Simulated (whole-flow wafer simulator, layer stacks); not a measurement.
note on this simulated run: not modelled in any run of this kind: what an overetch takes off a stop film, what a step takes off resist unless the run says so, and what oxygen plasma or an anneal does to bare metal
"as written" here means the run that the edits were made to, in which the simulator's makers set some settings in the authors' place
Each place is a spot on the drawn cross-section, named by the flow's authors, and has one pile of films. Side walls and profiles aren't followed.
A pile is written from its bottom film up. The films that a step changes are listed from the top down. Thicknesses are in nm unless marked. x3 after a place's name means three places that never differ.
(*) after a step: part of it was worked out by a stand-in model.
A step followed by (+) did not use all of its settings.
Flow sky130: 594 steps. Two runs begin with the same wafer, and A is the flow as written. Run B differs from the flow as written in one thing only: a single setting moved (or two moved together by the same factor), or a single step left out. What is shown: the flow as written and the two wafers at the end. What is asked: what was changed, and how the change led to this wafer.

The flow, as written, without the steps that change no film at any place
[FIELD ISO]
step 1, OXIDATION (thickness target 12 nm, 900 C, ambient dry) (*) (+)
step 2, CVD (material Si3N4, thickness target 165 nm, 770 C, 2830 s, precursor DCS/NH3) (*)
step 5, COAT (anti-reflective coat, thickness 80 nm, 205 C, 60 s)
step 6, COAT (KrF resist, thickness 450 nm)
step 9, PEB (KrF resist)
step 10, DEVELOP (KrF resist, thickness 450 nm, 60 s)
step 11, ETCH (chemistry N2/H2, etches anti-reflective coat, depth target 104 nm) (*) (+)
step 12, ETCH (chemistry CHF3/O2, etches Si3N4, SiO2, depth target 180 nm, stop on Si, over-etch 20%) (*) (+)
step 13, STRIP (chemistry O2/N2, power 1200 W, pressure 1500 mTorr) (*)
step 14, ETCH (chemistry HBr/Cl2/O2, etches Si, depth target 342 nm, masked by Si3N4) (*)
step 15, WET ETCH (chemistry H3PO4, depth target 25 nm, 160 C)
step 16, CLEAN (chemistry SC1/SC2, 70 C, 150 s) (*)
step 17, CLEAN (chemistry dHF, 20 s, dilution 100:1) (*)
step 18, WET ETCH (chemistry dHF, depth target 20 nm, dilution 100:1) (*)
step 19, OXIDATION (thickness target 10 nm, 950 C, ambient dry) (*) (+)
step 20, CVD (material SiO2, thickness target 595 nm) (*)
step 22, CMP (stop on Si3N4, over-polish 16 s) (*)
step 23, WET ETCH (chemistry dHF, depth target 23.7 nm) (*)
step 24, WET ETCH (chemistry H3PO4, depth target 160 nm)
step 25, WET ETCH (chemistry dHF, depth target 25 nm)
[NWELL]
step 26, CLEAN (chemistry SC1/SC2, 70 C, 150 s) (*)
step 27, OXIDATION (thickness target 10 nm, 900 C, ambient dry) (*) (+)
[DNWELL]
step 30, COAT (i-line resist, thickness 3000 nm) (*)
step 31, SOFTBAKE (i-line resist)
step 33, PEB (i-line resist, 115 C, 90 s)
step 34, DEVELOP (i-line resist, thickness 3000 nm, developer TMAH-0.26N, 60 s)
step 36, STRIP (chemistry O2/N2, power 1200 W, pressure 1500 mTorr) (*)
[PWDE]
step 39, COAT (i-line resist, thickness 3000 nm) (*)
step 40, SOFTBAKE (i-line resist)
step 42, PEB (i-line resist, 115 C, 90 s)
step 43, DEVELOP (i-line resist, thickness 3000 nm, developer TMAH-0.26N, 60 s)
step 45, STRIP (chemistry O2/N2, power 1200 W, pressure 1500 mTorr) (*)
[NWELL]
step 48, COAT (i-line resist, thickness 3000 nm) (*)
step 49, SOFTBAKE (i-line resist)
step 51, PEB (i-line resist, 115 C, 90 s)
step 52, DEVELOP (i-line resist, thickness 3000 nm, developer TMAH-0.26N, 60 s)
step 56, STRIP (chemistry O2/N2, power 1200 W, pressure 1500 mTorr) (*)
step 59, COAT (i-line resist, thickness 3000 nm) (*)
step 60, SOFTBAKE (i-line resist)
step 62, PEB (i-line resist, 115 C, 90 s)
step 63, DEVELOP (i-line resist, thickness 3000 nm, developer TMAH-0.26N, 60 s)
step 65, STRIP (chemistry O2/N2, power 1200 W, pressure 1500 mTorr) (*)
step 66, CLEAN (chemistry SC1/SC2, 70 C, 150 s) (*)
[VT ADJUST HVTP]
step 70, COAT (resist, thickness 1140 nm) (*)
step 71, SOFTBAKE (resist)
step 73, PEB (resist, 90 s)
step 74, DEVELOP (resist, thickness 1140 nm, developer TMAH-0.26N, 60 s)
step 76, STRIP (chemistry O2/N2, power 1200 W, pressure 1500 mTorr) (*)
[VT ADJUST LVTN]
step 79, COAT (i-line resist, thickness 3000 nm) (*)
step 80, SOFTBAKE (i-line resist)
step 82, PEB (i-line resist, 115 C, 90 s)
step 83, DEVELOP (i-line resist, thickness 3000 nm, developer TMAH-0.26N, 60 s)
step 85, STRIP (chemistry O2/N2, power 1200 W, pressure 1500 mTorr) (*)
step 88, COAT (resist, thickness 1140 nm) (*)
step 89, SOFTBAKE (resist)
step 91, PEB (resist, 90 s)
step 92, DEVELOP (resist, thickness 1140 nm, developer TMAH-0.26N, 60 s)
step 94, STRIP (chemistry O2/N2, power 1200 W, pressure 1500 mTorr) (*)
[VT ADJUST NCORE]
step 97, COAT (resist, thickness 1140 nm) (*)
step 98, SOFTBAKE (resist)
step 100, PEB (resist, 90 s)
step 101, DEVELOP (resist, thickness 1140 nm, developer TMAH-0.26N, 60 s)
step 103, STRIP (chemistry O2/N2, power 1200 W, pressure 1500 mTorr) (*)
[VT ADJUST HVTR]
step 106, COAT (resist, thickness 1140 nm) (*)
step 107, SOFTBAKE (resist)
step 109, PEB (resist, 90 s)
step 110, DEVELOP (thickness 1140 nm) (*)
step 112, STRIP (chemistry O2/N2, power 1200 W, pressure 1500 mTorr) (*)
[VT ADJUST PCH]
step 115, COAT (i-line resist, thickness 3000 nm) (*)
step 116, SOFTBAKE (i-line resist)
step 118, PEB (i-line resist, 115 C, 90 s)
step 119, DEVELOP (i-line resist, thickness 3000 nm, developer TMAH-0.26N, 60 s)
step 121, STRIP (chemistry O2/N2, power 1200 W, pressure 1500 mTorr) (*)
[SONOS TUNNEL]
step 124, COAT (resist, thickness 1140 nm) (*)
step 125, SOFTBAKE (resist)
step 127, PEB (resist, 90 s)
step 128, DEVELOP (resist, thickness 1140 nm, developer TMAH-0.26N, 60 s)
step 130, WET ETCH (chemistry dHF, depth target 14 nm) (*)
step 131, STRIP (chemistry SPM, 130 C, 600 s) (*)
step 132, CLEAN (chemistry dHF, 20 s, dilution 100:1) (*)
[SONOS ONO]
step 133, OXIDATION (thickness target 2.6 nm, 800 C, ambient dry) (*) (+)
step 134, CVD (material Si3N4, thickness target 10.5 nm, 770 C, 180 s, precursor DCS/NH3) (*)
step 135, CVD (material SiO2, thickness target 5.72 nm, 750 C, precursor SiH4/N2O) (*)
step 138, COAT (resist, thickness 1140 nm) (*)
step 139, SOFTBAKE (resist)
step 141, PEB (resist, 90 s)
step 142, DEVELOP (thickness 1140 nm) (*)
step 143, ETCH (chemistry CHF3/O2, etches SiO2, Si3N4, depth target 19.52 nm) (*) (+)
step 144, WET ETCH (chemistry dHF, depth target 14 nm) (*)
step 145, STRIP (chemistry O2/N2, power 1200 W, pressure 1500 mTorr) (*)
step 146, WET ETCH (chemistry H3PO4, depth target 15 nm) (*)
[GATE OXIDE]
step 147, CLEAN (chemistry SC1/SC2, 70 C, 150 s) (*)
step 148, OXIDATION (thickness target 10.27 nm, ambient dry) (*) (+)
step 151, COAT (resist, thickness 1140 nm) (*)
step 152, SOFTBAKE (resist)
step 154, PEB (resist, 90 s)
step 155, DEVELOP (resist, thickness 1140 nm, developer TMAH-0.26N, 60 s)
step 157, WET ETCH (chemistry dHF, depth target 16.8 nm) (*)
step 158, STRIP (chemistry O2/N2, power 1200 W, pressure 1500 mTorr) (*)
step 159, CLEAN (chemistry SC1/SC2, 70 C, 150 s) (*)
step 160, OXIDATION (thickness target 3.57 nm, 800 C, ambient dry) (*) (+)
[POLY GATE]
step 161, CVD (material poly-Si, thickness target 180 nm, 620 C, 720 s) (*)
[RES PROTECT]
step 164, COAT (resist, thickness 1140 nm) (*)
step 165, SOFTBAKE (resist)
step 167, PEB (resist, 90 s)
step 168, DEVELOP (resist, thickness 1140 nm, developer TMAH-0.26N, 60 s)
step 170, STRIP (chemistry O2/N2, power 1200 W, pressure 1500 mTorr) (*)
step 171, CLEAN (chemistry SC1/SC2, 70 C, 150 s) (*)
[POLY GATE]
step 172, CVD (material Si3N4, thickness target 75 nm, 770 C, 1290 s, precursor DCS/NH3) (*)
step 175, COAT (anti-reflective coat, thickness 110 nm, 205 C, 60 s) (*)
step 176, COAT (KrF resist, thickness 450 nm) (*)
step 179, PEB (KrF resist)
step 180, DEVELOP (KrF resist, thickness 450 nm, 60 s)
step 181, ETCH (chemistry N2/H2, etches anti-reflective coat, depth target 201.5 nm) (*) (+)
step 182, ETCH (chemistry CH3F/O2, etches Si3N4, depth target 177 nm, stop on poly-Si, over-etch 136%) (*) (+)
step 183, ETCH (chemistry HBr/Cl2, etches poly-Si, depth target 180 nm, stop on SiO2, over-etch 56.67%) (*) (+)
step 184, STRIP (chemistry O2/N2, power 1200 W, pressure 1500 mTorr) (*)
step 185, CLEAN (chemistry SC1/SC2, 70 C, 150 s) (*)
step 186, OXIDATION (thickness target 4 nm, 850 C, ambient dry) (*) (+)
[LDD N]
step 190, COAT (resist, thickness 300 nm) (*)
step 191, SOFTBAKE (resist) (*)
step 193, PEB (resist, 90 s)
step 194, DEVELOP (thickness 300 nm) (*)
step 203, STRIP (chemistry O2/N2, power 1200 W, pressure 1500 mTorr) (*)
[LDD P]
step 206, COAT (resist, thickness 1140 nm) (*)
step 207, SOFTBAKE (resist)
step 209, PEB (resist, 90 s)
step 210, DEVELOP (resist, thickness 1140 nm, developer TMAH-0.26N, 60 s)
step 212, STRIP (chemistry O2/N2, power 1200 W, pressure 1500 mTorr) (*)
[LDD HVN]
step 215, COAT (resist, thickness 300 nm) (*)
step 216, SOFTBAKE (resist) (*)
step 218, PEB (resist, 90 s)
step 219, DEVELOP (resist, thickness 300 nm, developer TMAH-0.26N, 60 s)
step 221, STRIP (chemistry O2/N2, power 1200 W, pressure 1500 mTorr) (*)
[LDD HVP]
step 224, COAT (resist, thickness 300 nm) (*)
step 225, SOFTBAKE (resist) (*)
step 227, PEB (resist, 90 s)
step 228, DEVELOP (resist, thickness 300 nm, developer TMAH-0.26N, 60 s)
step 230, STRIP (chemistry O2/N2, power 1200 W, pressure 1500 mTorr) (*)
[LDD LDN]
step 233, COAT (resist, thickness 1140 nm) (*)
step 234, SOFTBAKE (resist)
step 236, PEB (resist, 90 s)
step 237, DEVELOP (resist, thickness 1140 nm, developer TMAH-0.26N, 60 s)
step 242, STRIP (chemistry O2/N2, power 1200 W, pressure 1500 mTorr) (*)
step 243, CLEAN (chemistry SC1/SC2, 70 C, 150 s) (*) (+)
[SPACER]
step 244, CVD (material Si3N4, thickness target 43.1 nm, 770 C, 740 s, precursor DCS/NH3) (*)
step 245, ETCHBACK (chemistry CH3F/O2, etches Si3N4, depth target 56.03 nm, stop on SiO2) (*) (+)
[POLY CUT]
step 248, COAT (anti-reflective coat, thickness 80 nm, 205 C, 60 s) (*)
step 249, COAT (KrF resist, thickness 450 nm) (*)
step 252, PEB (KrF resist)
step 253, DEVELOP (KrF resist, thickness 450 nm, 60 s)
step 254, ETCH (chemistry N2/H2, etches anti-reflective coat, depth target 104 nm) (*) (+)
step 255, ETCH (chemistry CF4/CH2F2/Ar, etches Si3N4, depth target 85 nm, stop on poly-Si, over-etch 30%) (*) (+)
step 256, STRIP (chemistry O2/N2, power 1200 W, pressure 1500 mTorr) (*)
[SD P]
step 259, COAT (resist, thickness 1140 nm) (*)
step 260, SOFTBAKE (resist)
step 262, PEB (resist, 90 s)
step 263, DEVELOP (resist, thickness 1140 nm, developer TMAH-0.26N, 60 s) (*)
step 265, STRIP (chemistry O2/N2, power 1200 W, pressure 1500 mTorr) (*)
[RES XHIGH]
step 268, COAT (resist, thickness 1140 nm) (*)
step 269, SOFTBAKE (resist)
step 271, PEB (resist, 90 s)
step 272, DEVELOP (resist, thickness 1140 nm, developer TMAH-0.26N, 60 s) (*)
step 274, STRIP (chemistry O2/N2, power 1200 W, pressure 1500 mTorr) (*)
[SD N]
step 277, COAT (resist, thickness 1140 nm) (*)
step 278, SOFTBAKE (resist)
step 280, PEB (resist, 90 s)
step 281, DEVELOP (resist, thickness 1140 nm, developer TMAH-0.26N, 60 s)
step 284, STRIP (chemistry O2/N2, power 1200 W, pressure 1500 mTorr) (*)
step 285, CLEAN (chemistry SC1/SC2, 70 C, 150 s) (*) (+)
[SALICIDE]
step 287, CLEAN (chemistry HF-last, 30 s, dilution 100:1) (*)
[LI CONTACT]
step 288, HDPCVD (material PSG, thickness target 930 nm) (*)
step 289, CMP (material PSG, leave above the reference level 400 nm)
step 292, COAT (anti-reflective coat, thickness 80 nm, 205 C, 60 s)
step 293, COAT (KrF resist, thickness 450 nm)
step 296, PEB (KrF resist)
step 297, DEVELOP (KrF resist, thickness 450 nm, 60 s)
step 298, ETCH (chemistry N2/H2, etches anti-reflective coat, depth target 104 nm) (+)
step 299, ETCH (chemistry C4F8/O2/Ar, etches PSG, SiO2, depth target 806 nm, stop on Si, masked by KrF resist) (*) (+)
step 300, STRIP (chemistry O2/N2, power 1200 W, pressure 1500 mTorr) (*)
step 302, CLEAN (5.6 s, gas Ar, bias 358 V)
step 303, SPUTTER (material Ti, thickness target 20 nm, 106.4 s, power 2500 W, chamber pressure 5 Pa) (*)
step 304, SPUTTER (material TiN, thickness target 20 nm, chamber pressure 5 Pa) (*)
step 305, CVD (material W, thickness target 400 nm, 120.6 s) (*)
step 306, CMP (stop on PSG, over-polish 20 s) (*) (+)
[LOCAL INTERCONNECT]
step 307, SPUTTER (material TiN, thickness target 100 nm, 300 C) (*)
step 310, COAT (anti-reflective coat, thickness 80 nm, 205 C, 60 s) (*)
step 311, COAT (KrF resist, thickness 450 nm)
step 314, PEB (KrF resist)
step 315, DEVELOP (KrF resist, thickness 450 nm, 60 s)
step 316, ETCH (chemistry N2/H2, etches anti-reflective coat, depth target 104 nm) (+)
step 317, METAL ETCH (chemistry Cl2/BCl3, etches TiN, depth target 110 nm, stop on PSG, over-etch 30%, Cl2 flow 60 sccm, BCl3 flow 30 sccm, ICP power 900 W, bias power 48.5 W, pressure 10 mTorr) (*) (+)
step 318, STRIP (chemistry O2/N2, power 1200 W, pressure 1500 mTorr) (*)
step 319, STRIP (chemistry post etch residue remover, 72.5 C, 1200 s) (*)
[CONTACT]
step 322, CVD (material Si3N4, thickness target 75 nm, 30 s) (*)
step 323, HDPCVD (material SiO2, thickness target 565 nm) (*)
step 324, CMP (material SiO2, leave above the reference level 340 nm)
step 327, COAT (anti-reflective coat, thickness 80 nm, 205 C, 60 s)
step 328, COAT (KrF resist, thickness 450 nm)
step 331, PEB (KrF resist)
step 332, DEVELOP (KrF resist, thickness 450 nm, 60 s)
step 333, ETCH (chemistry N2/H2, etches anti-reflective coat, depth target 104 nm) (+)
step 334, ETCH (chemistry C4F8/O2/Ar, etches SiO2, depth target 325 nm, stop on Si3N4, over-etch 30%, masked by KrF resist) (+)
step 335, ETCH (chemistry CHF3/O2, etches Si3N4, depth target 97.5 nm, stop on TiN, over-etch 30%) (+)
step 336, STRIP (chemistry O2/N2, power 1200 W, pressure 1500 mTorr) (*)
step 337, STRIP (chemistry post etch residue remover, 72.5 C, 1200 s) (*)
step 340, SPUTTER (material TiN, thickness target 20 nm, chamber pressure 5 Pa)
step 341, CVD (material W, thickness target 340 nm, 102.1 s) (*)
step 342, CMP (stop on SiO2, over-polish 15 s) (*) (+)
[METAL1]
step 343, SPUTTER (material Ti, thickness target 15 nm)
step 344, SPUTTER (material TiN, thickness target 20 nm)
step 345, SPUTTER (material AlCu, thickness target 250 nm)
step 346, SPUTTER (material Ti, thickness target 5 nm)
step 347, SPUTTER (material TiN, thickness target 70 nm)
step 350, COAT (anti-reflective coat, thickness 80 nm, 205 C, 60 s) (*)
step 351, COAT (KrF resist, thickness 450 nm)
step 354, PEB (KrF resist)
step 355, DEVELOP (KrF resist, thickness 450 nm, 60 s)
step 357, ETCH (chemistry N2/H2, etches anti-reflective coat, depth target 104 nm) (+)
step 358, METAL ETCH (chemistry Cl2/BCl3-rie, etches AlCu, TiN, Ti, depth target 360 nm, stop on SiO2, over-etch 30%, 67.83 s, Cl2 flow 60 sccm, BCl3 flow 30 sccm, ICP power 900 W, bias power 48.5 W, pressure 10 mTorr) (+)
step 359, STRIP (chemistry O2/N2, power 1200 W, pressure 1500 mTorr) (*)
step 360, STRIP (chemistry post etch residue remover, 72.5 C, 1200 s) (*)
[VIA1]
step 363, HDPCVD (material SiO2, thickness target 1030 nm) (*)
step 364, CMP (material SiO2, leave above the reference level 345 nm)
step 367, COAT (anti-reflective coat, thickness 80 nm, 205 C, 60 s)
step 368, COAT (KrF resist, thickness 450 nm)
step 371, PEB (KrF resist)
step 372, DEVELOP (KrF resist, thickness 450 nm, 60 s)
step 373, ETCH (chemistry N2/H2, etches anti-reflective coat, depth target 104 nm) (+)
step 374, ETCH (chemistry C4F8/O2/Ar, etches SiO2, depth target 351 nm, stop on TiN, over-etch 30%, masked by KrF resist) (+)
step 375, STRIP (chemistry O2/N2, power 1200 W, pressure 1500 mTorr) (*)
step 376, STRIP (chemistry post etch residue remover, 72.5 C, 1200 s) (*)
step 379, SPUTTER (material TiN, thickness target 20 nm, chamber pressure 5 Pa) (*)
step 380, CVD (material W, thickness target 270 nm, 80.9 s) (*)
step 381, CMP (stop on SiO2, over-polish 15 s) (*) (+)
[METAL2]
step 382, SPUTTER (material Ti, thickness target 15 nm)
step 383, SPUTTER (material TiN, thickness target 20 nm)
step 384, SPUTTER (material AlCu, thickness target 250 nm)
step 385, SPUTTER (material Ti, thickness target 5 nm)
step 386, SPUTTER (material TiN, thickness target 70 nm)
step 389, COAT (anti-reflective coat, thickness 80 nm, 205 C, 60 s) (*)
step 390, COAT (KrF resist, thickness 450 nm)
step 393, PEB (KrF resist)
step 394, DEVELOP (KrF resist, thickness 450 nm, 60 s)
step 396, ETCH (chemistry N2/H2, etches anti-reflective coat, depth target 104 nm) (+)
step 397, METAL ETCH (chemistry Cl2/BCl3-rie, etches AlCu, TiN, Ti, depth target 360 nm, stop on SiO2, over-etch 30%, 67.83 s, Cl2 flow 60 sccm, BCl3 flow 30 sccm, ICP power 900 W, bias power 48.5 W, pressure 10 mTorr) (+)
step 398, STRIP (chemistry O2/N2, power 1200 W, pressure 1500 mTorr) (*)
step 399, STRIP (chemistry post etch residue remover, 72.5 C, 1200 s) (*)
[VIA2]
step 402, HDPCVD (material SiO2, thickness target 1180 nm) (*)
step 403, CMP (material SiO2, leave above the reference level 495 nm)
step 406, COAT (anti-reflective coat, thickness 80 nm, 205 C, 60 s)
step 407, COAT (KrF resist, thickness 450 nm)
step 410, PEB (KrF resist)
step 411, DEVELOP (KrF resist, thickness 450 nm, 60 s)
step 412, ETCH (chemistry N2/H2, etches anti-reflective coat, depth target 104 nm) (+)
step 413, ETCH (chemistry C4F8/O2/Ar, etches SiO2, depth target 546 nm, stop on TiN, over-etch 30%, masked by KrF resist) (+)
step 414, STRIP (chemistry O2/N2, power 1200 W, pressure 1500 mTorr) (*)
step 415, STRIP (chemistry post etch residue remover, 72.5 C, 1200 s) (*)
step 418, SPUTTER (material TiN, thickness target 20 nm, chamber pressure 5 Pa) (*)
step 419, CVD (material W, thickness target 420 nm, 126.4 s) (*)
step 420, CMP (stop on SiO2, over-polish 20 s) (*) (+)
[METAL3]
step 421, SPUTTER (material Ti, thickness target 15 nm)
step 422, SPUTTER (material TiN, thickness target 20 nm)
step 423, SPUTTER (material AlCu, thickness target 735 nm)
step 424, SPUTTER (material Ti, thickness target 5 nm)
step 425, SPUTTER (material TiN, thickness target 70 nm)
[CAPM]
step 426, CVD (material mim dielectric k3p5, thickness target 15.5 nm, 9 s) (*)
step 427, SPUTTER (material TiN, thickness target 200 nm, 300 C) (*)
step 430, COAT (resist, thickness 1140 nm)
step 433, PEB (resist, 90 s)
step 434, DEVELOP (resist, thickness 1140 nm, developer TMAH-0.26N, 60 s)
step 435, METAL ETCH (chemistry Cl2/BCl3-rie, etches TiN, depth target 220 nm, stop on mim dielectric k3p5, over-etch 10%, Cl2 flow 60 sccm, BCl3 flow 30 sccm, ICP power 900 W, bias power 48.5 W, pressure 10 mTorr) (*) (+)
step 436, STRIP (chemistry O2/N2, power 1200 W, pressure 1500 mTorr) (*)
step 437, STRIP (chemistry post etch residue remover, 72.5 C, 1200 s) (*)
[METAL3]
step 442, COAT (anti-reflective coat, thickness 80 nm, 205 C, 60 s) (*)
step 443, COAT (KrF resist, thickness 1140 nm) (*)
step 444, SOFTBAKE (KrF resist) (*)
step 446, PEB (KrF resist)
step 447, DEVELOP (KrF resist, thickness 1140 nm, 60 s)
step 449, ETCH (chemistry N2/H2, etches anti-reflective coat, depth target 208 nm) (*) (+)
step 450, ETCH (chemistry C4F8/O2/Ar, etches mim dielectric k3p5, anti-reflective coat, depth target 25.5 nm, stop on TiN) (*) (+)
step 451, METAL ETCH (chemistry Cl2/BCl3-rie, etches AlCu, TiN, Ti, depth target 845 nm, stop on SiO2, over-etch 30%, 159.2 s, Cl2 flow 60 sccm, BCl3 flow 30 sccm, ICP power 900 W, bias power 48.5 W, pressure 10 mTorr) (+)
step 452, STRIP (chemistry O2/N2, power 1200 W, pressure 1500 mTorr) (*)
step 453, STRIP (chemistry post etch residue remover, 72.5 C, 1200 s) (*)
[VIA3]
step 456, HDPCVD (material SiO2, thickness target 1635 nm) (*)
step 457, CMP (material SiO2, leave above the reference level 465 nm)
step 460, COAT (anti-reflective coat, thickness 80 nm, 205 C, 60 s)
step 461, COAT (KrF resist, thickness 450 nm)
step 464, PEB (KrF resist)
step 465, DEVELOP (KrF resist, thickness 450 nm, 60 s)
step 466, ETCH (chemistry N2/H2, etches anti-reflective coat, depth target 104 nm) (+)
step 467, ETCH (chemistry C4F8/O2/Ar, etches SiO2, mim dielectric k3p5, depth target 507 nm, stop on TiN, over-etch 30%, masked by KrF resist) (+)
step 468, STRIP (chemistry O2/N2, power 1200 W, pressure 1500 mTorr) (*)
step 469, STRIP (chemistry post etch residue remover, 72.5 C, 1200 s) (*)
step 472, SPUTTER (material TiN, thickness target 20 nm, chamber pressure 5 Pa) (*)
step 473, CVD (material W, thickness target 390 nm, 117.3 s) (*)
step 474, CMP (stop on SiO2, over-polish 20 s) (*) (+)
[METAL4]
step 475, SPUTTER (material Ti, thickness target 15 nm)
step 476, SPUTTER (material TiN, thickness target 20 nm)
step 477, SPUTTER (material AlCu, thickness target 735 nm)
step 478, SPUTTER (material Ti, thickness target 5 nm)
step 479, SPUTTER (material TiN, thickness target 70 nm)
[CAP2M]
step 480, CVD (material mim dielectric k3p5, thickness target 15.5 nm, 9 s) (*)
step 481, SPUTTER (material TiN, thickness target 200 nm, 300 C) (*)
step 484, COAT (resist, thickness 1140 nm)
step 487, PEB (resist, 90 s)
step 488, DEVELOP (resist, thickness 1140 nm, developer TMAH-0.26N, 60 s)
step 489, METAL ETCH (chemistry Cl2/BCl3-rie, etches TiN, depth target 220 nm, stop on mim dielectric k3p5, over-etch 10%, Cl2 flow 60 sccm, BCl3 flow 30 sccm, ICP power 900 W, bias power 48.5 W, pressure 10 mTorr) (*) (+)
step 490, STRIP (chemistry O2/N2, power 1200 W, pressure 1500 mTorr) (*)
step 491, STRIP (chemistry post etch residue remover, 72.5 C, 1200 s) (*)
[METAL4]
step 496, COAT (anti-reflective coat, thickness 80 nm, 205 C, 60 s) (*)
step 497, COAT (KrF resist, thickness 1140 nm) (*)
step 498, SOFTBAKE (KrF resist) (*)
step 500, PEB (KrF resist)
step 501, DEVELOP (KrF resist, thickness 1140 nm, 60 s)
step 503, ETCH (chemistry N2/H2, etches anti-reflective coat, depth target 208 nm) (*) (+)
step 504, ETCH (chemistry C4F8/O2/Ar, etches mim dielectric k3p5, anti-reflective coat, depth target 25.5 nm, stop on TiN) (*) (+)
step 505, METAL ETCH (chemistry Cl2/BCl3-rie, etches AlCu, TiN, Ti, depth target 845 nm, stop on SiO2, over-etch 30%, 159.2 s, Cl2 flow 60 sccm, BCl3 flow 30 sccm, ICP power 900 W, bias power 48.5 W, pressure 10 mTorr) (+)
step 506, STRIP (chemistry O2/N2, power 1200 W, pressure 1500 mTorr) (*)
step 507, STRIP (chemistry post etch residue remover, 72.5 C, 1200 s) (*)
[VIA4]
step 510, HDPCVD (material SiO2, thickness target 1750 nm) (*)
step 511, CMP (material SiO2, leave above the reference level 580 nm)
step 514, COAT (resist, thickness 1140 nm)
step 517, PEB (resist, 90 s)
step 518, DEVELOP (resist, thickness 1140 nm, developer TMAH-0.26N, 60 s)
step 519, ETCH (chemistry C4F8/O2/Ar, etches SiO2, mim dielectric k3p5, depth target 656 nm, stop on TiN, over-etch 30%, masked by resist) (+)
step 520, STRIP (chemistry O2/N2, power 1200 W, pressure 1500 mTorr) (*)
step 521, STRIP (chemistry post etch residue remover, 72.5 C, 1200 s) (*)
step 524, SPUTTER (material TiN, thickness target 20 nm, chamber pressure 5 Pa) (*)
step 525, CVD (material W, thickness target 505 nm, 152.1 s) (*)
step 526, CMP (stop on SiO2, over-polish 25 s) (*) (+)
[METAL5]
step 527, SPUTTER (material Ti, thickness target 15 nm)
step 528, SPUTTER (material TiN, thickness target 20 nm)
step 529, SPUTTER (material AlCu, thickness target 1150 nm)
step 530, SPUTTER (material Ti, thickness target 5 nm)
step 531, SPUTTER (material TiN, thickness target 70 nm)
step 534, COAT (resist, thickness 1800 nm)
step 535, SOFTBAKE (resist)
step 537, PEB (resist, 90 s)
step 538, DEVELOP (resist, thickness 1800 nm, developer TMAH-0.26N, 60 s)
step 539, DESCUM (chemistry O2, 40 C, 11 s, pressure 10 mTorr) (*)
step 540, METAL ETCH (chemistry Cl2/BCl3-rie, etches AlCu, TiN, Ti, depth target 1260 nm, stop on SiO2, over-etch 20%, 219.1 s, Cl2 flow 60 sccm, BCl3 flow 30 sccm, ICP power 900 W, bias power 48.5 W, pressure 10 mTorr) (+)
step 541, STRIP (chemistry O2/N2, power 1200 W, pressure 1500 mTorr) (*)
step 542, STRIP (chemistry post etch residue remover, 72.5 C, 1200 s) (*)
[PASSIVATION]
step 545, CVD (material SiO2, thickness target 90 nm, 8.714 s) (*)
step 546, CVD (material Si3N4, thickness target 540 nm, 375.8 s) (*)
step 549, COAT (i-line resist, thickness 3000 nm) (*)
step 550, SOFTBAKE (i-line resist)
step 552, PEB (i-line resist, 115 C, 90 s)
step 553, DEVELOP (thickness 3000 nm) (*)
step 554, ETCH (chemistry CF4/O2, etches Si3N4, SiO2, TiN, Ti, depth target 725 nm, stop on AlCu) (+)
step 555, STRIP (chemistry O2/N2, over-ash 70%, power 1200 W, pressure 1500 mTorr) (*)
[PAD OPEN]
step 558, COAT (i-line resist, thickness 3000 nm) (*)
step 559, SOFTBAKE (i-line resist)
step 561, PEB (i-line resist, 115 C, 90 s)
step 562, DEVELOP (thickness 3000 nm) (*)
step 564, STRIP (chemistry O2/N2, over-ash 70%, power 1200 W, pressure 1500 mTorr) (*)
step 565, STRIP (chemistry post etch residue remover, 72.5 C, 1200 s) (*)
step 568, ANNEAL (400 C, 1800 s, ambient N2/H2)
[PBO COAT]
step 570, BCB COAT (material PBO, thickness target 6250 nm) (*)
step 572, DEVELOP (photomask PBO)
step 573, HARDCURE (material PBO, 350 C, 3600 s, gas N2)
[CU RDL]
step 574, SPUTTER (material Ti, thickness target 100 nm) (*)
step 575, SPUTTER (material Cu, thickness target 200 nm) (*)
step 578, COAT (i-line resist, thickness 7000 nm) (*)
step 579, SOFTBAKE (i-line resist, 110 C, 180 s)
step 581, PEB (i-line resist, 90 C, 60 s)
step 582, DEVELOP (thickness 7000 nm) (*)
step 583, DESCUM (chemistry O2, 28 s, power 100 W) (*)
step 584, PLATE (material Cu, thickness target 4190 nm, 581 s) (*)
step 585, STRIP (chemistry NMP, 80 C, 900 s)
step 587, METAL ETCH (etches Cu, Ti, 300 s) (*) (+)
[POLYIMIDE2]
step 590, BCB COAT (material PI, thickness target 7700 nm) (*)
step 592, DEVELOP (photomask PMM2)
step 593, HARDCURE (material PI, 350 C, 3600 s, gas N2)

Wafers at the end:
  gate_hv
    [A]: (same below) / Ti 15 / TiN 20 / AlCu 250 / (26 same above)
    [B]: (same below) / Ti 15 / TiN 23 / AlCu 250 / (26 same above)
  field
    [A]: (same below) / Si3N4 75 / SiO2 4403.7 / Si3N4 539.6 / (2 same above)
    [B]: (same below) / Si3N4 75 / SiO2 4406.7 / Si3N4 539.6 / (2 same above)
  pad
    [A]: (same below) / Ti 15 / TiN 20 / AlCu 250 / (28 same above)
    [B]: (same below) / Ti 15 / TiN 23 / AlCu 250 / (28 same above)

What caused this: step 344, SPUTTER: thickness target 23 nm was run, while the flow as written has thickness target 20 nm.
One can read it off the wafer: gate_hv has TiN 23, and step 344 as written asks for 20 nm.

How this came from the change, step by step:
  step 344, SPUTTER (material TiN, thickness target 20 nm)
      field, active, n_well and 188 more: A TiN gains 20 (new film) | B TiN gains 23 (new film)
  step 358, METAL ETCH (chemistry Cl2/BCl3-rie, etches AlCu, TiN, Ti, depth target 360 nm, stop on SiO2, over-etch 30%, 67.83 s, Cl2 flow 60 sccm, BCl3 flow 30 sccm, ICP power 900 W, bias power 48.5 W, pressure 10 mTorr) (+)
      field, active, gate and 81 more: A TiN loses 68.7 (all of it), Ti loses 5 (all of it), AlCu loses 250 (all of it), TiN loses 20 (all of it), Ti loses 15 (all of it), SiO2 loses 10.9 | B TiN loses 68.7 (all of it), Ti loses 5 (all of it), AlCu loses 250 (all of it), TiN loses 23 (all of it), Ti loses 15 (all of it), SiO2 loses 10.6
